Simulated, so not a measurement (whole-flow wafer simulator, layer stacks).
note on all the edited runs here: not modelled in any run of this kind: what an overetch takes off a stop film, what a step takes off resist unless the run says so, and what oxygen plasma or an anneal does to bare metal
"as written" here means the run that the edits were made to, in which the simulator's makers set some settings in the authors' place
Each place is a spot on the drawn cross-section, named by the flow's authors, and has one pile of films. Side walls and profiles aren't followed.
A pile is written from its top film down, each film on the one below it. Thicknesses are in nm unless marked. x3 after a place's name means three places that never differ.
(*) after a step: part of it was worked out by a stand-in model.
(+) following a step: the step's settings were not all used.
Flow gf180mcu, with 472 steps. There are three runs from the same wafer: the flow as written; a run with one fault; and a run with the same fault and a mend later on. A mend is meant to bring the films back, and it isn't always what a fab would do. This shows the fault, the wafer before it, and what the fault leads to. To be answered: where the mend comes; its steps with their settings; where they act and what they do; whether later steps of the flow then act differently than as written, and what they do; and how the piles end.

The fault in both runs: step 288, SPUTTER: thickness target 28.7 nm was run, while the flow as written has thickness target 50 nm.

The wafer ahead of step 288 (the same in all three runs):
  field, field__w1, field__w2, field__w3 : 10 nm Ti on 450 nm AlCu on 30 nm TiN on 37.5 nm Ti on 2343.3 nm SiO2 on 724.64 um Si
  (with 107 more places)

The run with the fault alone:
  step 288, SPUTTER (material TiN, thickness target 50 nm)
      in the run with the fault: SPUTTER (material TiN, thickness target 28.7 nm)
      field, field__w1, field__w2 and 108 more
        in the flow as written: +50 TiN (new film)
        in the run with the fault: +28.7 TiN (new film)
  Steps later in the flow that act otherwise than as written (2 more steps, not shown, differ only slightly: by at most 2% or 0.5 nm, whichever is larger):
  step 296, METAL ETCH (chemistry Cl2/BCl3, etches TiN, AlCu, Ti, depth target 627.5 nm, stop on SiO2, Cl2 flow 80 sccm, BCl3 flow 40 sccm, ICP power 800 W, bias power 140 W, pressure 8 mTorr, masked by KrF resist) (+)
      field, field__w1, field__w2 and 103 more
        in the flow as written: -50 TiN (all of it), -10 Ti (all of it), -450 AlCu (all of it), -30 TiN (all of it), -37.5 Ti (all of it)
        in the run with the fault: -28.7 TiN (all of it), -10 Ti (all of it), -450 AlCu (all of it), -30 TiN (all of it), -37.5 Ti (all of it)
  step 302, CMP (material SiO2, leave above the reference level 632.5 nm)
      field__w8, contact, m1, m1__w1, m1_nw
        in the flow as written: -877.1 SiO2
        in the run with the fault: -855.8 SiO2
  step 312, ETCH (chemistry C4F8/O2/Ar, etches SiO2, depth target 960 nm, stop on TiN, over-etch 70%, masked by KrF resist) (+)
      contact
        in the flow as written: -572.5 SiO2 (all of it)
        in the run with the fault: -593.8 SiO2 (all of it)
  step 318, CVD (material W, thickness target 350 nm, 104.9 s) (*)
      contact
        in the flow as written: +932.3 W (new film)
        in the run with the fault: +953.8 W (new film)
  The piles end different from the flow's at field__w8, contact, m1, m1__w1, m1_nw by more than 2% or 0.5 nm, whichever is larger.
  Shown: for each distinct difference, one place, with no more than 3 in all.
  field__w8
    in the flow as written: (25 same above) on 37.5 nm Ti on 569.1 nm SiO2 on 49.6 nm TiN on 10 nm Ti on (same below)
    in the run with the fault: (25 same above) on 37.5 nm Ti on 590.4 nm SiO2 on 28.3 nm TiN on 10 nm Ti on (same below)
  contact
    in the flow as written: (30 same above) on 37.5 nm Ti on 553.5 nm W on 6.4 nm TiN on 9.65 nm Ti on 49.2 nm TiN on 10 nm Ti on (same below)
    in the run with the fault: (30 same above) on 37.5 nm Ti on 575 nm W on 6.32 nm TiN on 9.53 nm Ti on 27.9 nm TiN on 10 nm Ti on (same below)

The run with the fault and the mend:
  The mend follows step 288.
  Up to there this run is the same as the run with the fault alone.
  step 288a, SPUTTER (material TiN, thickness target 21.3 nm) (the flow's step 288, run once more with other settings)
      field, field__w1, field__w2 and 108 more
        +21.3 TiN
  Every later step of the flow that is run acts as written at every place that is followed.
  At every place that both follow, the piles at the end match the flow's.
